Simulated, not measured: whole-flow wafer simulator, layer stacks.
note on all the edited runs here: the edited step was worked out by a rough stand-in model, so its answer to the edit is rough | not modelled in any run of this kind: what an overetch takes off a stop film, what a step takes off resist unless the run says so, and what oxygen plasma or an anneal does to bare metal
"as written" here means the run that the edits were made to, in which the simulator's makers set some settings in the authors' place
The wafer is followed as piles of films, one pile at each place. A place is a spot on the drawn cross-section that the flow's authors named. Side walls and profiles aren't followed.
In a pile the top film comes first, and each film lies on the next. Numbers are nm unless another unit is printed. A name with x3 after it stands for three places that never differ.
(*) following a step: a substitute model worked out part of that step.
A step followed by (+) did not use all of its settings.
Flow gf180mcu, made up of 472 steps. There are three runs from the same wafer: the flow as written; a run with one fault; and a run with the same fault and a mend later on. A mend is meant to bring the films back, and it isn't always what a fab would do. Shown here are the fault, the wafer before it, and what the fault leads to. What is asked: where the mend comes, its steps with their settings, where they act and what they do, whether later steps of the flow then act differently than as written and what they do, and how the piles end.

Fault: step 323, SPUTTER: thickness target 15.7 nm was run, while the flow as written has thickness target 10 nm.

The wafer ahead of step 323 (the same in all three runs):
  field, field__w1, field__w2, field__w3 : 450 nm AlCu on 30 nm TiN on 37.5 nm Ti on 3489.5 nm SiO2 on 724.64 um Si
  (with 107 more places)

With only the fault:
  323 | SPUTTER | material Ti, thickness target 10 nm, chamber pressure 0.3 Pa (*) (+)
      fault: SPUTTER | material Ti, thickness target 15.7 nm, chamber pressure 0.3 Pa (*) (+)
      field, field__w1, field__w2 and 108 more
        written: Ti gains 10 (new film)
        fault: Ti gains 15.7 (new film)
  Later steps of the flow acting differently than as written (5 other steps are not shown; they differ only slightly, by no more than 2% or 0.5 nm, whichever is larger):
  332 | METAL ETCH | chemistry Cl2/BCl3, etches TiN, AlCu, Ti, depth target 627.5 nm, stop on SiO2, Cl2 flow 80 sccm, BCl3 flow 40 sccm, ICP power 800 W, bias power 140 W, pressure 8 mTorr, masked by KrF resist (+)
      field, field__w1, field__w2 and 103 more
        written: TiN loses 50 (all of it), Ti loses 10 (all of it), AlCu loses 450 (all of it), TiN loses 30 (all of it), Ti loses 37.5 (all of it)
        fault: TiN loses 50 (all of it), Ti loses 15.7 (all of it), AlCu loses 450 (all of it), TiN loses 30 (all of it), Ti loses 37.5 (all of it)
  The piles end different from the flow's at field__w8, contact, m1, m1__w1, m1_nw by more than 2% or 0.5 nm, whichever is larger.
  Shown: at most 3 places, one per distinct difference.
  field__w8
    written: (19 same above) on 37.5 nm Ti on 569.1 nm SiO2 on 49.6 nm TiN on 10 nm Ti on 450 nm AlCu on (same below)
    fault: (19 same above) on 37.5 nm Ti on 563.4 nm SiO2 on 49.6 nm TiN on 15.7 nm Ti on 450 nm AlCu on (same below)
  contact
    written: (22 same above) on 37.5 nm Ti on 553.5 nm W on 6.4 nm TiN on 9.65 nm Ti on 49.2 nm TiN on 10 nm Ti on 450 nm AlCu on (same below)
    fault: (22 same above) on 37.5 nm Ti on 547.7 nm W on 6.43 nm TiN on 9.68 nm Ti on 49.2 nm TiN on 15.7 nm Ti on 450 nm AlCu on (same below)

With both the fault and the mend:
  The mend stands after step 323.
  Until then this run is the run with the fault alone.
  323a | METAL ETCH | chemistry Cl2/BCl3, etches TiN, AlCu, Ti, depth target 5.7 nm, Cl2 flow 80 sccm, BCl3 flow 40 sccm, ICP power 800 W, bias power 140 W, pressure 8 mTorr (a further turn of the flow's step 260, with different settings)
      field, field__w1, field__w2 and 108 more
        Ti loses 5.7
  Every later step of the flow that is run acts as written at every place that is followed.
  At every place that both follow, the piles at the end match the flow's.
